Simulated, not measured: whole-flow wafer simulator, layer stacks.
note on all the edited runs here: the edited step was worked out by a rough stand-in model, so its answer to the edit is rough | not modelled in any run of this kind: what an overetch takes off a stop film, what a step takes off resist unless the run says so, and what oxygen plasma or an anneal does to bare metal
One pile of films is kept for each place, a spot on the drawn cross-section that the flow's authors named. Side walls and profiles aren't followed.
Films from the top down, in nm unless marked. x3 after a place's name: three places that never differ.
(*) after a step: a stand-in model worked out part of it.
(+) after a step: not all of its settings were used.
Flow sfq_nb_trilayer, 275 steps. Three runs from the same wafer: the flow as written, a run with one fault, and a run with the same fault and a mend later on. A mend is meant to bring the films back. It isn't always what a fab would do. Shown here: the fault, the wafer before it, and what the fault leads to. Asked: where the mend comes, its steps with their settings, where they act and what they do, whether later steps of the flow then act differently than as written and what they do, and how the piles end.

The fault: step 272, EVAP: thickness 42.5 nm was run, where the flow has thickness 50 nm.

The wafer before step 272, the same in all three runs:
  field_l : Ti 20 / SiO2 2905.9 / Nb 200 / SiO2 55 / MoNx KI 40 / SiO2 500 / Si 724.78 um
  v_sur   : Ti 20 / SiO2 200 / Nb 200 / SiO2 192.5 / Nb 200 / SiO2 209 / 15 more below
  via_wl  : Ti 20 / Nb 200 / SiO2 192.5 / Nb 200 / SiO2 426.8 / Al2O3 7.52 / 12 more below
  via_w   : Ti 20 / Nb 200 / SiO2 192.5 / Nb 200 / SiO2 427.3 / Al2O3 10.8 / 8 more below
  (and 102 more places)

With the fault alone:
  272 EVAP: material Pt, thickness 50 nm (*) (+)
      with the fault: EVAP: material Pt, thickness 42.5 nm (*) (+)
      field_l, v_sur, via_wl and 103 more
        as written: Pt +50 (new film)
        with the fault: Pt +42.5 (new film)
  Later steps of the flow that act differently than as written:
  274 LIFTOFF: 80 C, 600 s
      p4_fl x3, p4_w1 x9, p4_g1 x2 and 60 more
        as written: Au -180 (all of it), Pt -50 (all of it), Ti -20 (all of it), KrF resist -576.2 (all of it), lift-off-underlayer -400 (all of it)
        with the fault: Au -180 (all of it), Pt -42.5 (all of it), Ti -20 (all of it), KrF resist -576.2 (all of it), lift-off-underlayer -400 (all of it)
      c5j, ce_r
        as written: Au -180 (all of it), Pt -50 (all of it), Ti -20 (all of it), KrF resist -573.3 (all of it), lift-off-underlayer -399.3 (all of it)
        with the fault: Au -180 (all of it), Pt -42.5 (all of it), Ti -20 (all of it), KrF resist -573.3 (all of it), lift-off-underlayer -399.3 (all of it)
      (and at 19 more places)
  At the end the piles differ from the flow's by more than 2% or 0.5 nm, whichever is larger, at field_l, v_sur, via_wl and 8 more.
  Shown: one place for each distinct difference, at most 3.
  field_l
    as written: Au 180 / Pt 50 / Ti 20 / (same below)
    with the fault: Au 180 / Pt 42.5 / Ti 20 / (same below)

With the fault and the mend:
  The mend comes after step 272.
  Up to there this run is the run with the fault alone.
  272a EVAP: material Pt, thickness 7.5 nm (*) (+) (the flow's step 272 once more, with other settings)
      field_l, v_sur, via_wl and 103 more
        Pt +7.5
  No later step of the flow acts differently than as written at any place that is followed.
  At the end the piles are the same as the flow's at every place that both follow.
